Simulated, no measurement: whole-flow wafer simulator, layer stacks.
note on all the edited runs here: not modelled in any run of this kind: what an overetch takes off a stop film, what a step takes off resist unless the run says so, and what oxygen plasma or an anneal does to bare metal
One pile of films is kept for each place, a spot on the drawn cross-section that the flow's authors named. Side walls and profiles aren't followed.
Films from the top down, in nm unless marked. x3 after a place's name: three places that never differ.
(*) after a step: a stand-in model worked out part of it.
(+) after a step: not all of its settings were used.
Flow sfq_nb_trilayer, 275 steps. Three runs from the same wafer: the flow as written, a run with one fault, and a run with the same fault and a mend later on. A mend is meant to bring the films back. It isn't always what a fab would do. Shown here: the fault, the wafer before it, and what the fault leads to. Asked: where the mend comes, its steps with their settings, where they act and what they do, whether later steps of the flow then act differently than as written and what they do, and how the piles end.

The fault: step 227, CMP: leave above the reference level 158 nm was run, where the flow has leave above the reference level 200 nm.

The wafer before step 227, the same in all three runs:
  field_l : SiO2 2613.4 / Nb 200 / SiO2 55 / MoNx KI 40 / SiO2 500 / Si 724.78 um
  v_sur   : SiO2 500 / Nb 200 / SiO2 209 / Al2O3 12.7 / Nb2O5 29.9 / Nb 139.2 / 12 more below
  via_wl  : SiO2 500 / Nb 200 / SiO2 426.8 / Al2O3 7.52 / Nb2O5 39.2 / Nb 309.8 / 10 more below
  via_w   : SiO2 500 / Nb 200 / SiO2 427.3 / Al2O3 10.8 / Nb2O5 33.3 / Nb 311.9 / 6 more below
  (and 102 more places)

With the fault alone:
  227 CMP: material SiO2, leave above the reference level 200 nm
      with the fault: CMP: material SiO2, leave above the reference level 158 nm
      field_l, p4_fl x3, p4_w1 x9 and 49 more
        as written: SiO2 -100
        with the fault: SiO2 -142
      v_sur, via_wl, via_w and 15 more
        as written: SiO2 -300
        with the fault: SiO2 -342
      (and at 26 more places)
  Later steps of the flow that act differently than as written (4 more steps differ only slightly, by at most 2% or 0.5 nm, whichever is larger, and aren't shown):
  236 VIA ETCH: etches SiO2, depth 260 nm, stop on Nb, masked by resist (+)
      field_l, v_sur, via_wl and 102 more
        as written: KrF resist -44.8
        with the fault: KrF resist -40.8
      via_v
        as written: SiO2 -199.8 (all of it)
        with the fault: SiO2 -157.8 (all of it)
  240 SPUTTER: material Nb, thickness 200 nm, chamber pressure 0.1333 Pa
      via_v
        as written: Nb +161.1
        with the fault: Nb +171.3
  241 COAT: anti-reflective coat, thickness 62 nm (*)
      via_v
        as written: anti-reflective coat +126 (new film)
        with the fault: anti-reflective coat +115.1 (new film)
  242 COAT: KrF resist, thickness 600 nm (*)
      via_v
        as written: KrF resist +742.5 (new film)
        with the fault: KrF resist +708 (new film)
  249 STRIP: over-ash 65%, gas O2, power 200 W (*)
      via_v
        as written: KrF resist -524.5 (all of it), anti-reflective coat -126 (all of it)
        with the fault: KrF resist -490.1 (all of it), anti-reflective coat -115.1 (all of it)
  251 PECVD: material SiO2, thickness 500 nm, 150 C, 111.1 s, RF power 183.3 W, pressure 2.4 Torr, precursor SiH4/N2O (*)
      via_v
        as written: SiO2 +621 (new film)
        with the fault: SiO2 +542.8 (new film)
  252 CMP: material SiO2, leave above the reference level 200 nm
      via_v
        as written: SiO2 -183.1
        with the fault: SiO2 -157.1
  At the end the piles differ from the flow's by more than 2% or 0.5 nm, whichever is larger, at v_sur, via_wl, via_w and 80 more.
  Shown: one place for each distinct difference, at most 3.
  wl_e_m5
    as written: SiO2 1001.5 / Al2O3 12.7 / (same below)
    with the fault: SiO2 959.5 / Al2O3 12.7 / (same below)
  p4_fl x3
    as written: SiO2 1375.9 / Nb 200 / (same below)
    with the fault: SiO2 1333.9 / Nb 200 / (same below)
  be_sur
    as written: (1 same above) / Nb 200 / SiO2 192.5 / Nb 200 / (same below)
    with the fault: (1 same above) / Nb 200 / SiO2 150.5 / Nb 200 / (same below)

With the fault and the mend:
  The mend comes after step 228.
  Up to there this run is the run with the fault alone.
  228a PECVD: material SiO2, thickness 42 nm, 150 C, 9.333 s, RF power 183.3 W, pressure 2.4 Torr, precursor SiH4/N2O (the flow's step 226 once more, with other settings)
      field_l, v_sur, via_wl and 103 more
        SiO2 +42
  No later step of the flow acts differently than as written, at any place that is followed, by more than 2% or 0.5 nm, whichever is larger.
  At the end the piles are the same as the flow's at every place that both follow.
